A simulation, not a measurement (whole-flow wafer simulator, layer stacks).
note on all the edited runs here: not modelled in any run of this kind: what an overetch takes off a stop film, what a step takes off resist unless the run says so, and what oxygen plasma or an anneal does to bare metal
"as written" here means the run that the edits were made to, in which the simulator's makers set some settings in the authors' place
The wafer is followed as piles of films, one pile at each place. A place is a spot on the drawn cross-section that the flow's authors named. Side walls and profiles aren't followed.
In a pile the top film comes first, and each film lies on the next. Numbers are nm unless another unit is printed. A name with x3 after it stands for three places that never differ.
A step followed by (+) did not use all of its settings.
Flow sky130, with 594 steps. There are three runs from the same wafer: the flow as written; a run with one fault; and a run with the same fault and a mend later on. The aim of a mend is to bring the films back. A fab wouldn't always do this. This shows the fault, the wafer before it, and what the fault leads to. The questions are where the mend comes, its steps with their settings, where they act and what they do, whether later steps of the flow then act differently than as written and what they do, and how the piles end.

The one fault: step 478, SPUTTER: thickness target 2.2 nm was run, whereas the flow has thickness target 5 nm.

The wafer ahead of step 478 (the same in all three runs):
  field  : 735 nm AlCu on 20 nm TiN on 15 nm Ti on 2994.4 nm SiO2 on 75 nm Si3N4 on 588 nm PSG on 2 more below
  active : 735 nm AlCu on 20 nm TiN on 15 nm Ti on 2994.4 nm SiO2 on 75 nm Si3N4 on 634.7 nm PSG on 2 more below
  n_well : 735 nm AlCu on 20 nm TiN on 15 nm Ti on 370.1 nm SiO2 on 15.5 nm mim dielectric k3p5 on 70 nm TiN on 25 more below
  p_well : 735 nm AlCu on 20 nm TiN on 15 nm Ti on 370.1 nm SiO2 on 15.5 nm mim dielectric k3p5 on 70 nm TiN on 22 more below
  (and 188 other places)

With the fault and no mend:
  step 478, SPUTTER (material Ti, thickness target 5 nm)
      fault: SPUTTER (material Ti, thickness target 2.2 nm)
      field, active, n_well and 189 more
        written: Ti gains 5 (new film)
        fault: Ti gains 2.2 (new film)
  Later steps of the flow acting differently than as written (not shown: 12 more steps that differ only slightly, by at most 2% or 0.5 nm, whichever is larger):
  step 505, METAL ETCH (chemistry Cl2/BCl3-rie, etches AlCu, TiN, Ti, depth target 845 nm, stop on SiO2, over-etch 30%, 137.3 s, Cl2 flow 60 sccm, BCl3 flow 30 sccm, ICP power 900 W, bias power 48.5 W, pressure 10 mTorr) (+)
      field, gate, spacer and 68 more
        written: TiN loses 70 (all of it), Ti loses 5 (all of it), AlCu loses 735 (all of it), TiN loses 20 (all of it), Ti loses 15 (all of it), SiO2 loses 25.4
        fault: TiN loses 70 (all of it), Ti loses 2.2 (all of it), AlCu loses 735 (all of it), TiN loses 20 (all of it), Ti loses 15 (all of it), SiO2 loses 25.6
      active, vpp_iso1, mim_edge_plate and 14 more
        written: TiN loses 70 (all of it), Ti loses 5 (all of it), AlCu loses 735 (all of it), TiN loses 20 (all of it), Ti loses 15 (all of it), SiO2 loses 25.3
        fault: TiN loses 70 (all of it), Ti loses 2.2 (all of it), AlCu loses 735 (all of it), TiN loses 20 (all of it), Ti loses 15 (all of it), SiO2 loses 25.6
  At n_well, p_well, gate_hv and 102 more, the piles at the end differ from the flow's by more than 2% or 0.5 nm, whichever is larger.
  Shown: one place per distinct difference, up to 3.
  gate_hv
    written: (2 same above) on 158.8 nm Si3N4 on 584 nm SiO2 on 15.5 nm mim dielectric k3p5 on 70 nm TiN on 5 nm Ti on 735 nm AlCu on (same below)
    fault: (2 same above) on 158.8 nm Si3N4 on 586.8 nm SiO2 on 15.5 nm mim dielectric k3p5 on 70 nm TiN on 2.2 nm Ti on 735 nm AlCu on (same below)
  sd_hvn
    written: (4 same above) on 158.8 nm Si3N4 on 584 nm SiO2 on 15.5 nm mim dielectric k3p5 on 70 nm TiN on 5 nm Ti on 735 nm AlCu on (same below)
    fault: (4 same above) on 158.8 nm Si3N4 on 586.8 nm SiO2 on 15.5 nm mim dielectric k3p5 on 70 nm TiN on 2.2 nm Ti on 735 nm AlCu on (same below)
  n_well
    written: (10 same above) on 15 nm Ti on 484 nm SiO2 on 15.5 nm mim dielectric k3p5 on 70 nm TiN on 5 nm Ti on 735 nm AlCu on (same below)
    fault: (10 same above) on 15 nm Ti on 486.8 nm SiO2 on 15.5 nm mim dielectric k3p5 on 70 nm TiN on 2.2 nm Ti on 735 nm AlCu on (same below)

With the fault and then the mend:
  After step 478 comes the mend.
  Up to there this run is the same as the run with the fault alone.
  step 478a, SPUTTER (material Ti, thickness target 2.8 nm) (the flow's step 478, run once more with other settings)
      field, active, n_well and 189 more
        Ti gains 2.8
  None of the later steps of the flow acts differently than as written at any place that is followed.
  The piles end the same as the flow's at every place that both follow.
